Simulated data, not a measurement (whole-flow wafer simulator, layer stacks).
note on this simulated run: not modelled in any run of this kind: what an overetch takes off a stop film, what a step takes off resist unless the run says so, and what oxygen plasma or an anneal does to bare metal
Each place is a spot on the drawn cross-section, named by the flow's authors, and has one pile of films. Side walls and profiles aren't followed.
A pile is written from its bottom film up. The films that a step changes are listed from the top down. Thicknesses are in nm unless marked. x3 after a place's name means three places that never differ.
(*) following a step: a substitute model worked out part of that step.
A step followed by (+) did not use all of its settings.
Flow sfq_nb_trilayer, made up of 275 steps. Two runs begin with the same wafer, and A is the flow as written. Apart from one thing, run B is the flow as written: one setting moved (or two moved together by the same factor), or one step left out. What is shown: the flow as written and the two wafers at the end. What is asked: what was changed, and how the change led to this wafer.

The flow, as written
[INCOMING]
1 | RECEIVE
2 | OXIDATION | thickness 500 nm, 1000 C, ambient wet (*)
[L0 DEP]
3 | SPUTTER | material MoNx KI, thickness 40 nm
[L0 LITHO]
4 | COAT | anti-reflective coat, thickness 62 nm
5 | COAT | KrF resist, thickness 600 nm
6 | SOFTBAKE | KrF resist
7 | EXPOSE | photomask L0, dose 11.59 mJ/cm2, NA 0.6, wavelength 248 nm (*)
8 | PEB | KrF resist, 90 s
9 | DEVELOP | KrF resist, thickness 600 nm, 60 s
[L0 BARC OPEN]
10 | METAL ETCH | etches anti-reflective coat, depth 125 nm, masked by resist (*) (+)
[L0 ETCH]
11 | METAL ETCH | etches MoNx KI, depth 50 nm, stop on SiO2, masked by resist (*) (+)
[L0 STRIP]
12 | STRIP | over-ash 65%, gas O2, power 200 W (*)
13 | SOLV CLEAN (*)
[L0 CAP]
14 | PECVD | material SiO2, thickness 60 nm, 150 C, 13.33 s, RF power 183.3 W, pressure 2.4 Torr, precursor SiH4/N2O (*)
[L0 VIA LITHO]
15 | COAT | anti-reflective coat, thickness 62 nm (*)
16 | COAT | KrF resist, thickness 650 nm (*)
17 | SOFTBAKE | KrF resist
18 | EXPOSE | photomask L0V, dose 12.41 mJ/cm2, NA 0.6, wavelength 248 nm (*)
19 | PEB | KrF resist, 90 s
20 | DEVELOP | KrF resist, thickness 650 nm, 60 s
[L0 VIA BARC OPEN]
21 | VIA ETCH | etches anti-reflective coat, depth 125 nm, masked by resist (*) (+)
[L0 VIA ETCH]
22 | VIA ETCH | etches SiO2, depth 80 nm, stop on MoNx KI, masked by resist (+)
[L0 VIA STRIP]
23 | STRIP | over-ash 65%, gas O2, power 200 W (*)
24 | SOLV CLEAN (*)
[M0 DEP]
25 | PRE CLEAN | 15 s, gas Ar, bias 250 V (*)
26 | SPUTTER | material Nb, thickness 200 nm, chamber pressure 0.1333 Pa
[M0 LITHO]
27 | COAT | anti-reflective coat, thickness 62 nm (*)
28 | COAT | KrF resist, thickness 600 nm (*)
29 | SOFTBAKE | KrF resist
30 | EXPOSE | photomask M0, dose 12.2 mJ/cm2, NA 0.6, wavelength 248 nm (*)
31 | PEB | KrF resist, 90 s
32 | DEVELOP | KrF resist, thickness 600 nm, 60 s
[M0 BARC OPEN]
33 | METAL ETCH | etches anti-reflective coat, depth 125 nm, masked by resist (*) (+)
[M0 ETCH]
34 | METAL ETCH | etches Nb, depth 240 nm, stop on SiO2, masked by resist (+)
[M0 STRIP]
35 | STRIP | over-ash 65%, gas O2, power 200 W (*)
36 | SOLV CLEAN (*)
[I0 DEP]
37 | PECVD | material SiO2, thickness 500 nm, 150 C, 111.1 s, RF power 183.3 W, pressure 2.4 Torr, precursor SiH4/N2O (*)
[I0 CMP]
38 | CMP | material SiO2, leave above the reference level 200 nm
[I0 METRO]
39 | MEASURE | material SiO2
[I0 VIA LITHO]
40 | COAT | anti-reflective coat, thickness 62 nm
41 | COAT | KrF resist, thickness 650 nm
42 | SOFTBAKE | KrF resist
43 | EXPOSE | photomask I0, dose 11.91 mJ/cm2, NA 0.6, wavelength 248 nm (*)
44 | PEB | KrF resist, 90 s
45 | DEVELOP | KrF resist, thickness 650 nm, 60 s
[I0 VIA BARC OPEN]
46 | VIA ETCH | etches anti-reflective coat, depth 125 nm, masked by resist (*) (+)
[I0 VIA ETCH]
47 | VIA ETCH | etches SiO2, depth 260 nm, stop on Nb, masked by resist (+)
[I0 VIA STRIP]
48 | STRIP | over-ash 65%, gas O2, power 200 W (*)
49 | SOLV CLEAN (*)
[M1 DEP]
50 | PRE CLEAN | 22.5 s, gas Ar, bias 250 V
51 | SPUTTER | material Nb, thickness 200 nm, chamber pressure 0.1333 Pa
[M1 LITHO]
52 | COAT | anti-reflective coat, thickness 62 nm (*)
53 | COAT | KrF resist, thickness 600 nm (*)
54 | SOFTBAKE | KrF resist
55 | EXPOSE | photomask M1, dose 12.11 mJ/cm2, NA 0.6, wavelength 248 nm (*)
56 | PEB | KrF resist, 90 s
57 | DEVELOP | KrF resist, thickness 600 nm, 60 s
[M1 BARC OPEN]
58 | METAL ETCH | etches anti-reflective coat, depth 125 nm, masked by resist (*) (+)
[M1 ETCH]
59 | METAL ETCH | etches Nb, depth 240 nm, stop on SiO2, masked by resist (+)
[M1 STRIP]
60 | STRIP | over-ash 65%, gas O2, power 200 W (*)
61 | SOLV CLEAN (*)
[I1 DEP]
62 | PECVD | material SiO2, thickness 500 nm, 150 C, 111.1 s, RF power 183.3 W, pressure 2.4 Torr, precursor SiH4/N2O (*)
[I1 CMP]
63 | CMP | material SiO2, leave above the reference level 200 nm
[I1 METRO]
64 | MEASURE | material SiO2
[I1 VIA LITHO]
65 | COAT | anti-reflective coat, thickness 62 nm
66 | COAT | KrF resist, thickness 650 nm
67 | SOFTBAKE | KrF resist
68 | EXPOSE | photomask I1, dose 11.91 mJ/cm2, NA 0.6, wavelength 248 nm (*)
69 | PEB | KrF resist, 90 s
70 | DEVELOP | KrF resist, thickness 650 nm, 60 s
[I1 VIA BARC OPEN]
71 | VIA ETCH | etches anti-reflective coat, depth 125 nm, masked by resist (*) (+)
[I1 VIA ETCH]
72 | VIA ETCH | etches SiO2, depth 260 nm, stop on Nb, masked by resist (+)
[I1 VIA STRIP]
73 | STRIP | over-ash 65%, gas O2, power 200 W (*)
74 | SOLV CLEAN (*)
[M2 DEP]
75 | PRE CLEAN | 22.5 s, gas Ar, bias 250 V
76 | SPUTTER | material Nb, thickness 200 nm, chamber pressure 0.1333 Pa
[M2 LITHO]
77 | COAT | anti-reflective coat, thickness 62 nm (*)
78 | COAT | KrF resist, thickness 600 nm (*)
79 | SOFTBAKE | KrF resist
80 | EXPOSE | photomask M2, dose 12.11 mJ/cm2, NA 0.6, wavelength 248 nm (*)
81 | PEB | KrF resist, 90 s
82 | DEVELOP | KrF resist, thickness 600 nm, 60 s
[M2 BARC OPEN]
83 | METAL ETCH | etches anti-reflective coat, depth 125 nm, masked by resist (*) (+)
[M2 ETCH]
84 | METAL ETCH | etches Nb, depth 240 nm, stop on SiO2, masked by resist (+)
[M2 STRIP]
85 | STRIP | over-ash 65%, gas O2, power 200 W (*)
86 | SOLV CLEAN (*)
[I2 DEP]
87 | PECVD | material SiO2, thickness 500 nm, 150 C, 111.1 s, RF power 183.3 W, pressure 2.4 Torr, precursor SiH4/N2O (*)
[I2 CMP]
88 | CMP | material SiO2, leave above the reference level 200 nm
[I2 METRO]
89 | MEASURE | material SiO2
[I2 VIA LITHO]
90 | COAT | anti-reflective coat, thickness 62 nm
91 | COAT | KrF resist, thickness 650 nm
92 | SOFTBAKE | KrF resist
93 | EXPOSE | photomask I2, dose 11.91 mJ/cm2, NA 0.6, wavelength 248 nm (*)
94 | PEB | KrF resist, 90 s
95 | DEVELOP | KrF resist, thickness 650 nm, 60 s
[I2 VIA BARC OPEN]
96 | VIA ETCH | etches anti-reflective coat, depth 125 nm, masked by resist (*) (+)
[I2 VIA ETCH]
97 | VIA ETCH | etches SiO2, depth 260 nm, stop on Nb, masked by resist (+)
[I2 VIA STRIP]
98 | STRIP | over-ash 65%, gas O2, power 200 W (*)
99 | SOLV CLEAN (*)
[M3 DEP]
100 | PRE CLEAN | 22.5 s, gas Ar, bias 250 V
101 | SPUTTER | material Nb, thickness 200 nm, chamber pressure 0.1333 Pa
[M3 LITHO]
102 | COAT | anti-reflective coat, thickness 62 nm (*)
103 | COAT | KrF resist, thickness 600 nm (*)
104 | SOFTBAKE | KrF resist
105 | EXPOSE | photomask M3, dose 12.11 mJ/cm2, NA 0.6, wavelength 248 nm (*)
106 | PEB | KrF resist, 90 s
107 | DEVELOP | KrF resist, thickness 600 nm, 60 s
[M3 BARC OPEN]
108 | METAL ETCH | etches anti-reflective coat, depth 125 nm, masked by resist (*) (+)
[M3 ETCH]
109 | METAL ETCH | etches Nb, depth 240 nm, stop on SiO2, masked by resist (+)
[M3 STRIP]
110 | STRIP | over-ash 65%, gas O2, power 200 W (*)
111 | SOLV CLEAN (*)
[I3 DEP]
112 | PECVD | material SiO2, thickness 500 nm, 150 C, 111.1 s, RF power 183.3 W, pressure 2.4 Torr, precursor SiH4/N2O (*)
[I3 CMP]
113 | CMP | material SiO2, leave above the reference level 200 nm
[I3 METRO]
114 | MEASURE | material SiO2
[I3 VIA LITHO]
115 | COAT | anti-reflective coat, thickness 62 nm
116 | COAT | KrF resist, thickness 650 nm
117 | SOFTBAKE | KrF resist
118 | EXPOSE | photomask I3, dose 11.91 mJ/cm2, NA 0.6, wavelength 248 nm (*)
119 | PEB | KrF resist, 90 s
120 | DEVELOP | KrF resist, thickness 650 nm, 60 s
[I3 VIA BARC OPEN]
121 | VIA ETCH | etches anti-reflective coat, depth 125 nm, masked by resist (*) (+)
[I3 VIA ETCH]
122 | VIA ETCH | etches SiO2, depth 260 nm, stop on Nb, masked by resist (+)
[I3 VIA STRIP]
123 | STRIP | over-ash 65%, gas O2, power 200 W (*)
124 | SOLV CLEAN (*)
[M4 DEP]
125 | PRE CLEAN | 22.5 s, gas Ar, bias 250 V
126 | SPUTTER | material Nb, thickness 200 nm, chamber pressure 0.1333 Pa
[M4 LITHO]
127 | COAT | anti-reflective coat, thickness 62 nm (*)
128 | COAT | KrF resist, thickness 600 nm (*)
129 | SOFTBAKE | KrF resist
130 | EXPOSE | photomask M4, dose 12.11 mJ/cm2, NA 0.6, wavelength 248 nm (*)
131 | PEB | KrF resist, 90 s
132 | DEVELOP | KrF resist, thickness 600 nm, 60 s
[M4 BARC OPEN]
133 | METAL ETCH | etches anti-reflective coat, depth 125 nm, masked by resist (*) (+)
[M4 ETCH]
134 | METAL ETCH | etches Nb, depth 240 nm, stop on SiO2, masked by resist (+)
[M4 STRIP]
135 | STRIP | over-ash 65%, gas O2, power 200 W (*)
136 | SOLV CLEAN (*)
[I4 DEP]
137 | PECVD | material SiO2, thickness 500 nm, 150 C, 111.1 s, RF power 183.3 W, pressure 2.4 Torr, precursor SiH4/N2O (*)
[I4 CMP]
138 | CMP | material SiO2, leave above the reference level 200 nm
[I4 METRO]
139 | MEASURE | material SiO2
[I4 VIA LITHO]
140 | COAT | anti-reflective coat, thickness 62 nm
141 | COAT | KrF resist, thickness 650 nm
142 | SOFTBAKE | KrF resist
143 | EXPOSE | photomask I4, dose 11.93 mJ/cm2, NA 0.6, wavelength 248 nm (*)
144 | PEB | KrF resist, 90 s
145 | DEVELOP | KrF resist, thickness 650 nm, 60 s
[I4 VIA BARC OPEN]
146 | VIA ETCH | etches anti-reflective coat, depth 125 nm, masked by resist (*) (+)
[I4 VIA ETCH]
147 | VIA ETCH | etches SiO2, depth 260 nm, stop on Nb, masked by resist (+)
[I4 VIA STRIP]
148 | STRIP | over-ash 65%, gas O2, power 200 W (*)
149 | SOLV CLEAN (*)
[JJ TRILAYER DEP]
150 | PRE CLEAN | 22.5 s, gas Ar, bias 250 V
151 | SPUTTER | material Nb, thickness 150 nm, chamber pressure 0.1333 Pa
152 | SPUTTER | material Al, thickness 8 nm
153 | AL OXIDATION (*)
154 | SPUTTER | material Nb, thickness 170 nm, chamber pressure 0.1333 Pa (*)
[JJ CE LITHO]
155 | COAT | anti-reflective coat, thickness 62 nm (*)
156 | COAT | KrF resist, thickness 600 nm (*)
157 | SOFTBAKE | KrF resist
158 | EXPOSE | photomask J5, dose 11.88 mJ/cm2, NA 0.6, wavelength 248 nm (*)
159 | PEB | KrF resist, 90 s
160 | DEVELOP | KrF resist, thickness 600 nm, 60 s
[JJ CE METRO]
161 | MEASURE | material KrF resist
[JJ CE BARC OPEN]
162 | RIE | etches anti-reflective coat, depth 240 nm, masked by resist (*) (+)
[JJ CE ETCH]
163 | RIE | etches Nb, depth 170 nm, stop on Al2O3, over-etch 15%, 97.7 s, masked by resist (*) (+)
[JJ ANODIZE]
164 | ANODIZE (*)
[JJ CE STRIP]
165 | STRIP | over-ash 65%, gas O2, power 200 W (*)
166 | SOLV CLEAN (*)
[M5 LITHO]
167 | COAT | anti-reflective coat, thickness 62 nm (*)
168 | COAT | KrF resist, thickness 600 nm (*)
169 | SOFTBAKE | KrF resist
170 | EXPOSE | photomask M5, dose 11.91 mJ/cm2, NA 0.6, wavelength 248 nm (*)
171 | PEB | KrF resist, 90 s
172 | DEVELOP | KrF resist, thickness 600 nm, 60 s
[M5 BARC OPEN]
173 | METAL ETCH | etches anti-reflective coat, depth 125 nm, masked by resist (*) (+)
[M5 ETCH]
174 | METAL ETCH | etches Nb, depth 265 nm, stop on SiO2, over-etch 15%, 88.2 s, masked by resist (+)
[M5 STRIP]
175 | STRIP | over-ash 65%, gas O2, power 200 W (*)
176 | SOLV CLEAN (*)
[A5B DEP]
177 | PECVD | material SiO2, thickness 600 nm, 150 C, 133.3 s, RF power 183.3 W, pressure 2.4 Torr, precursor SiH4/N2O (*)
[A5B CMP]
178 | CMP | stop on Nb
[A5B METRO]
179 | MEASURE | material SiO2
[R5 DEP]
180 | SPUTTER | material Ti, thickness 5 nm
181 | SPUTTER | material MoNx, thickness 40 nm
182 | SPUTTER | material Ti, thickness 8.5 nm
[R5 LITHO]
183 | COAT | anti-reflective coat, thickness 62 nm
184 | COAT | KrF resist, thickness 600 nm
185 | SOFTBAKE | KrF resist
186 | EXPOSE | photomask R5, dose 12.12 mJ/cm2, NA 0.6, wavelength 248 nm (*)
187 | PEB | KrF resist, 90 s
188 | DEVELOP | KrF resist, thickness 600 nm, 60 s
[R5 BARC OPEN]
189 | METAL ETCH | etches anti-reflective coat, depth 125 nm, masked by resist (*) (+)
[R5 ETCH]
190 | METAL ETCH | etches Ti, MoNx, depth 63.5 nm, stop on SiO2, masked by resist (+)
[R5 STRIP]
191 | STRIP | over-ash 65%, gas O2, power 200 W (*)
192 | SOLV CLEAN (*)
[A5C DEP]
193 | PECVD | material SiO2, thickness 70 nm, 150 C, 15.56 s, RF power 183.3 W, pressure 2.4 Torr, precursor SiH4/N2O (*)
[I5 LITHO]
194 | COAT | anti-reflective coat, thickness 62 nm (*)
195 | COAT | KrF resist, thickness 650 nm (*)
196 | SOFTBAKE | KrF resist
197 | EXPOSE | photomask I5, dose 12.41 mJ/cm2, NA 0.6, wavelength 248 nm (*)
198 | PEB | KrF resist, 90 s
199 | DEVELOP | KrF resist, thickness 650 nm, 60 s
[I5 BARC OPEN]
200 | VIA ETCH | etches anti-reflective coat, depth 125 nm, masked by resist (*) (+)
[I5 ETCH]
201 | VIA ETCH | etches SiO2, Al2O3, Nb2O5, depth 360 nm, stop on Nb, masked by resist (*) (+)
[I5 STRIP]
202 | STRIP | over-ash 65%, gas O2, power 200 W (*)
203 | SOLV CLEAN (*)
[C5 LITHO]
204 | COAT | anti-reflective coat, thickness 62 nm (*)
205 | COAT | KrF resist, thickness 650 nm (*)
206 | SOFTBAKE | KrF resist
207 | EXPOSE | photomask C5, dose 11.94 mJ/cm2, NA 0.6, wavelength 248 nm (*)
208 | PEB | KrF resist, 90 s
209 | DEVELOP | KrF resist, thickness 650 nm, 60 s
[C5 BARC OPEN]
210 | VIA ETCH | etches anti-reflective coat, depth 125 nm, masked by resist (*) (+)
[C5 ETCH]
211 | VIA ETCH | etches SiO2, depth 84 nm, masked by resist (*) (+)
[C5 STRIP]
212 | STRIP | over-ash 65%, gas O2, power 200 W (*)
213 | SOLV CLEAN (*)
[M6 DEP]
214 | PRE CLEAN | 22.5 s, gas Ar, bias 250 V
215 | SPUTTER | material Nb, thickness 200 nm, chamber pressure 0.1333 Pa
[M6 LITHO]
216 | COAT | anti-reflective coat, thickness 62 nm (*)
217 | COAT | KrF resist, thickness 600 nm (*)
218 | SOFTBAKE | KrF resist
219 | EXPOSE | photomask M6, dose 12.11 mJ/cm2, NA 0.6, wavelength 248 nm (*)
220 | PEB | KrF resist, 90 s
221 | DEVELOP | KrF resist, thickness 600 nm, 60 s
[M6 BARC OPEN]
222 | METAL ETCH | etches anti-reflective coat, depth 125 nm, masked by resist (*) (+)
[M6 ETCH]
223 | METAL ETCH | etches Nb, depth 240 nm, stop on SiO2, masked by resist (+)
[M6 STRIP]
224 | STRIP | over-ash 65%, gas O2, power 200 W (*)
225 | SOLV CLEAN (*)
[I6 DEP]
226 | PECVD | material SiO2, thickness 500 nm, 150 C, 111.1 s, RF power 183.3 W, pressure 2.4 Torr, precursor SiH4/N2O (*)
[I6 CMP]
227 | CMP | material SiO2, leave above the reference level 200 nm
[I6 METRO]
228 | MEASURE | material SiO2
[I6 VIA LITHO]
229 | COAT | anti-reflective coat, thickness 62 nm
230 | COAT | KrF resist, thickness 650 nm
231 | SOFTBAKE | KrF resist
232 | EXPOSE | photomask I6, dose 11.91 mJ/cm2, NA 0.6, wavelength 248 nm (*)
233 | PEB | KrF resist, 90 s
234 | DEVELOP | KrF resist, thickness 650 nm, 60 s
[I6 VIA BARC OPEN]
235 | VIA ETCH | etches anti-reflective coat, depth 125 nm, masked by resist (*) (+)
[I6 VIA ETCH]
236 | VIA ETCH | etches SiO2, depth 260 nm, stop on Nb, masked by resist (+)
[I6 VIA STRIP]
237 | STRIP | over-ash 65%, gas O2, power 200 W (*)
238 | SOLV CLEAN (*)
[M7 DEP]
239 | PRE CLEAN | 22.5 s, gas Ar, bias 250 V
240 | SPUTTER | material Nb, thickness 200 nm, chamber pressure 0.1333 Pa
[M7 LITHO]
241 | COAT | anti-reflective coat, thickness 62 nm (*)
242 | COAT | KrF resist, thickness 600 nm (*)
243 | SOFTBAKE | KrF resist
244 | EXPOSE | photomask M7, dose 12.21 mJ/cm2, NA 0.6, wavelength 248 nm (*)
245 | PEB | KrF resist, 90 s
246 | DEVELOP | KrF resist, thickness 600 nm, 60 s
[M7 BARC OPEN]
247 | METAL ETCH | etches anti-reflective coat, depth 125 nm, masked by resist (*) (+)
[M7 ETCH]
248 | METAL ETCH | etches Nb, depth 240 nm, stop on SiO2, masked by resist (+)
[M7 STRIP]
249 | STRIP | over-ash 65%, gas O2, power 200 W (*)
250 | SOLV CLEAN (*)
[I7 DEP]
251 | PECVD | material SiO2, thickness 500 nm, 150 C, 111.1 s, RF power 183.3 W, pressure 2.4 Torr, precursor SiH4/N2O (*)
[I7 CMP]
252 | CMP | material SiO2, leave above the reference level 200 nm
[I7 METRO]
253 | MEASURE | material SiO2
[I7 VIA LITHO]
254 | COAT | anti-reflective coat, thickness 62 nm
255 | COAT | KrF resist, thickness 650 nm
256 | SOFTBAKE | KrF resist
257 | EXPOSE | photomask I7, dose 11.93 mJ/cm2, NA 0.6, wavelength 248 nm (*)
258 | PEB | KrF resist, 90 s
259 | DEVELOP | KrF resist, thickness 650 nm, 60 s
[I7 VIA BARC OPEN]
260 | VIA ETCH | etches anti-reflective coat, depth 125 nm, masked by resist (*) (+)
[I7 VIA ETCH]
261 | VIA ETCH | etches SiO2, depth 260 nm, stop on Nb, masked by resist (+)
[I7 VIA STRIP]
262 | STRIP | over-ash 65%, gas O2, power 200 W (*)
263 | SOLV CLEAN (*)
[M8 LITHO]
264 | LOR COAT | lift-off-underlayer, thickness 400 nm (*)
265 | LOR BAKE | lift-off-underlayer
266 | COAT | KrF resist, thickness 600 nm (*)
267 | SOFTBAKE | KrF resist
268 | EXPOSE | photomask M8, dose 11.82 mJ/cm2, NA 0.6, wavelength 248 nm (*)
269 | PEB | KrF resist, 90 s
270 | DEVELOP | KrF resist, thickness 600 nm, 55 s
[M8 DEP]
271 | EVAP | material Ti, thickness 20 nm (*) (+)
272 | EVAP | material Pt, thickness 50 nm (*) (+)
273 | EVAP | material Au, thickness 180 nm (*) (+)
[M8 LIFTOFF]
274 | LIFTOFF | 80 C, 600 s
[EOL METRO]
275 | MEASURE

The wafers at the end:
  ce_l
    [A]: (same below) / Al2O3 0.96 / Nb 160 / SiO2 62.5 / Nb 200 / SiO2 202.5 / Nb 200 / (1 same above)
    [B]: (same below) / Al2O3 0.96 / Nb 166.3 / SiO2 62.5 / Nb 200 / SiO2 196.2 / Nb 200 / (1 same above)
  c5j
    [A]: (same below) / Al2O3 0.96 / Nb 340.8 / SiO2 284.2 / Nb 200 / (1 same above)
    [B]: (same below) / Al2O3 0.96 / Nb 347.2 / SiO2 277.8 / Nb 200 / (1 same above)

The reason: step 190, METAL ETCH: depth 57.15 nm was run, though the flow has depth 63.5 nm.

How this came from the change, step by step:
  190 | METAL ETCH | etches Ti, MoNx, depth 63.5 nm, stop on SiO2, masked by resist (+)
      be_r, r_sur, res, r_end, r5r_line_l, r5r_line_c, r5r_line_r: A KrF resist loses 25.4 | B KrF resist loses 22.9
      ce_l, c5j, ce_r, wl_jj: A Ti loses 8.5 (all of it), MoNx loses 40 (all of it), Ti loses 5 (all of it), Nb loses 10 | B Ti loses 8.5 (all of it), MoNx loses 40 (all of it), Ti loses 5 (all of it), Nb loses 3.65
  194 | COAT | anti-reflective coat, thickness 62 nm (*)
      ce_l: A anti-reflective coat gains 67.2 (new film) | B anti-reflective coat gains 64.3 (new film)
      c5j: A anti-reflective coat gains 64.9 (new film) | B anti-reflective coat gains 63.3 (new film)
      (also at 3 further places)
  202 | STRIP | over-ash 65%, gas O2, power 200 W (*)
      ce_l: A KrF resist loses 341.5 (all of it), anti-reflective coat loses 67.2 (all of it) | B KrF resist loses 339.2 (all of it), anti-reflective coat loses 64.3 (all of it)
      c5j: A KrF resist loses 345.8 (all of it), anti-reflective coat loses 64.9 (all of it) | B KrF resist loses 342.5 (all of it), anti-reflective coat loses 63.3 (all of it)
      (also at 3 further places)
  204 | COAT | anti-reflective coat, thickness 62 nm (*)
      ce_l: A anti-reflective coat gains 66 (new film) | B anti-reflective coat gains 63.2 (new film)
      c5j: A anti-reflective coat gains 63.9 (new film) | B anti-reflective coat gains 62.3 (new film)
      (also at 2 further places)
  210 | VIA ETCH | etches anti-reflective coat, depth 125 nm, masked by resist (*) (+)
      c5j: A anti-reflective coat loses 63.9 (all of it), SiO2 loses 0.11 | B anti-reflective coat loses 62.3 (all of it), SiO2 loses 0.11
  212 | STRIP | over-ash 65%, gas O2, power 200 W (*)
      ce_l: A KrF resist loses 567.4 (all of it), anti-reflective coat loses 66 (all of it) | B KrF resist loses 565.2 (all of it), anti-reflective coat loses 63.2 (all of it)
      ce_r: A KrF resist loses 573.7 (all of it), anti-reflective coat loses 67.2 (all of it) | B KrF resist loses 571.6 (all of it), anti-reflective coat loses 64.2 (all of it)
      (also at 1 further place)
  216 | COAT | anti-reflective coat, thickness 62 nm (*)
      jj_sur: A anti-reflective coat gains 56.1 (new film) | B anti-reflective coat gains 57.6 (new film)
      ce_l: A anti-reflective coat gains 48 (new film) | B anti-reflective coat gains 46.1 (new film)
      (also at 3 further places)
  224 | STRIP | over-ash 65%, gas O2, power 200 W (*)
      jj_sur: A KrF resist loses 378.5 (all of it), anti-reflective coat loses 56.1 (all of it) | B KrF resist loses 378.2 (all of it), anti-reflective coat loses 57.6 (all of it)
      ce_l: A KrF resist loses 397.1 (all of it), anti-reflective coat loses 48 (all of it) | B KrF resist loses 394.1 (all of it), anti-reflective coat loses 46.1 (all of it)
      (also at 3 further places)
  227 | CMP | material SiO2, leave above the reference level 200 nm
      ce_l, ce_r, wl_jj: A SiO2 loses 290 | B SiO2 loses 296.4
      c5j: A SiO2 loses 223 | B SiO2 loses 229.4
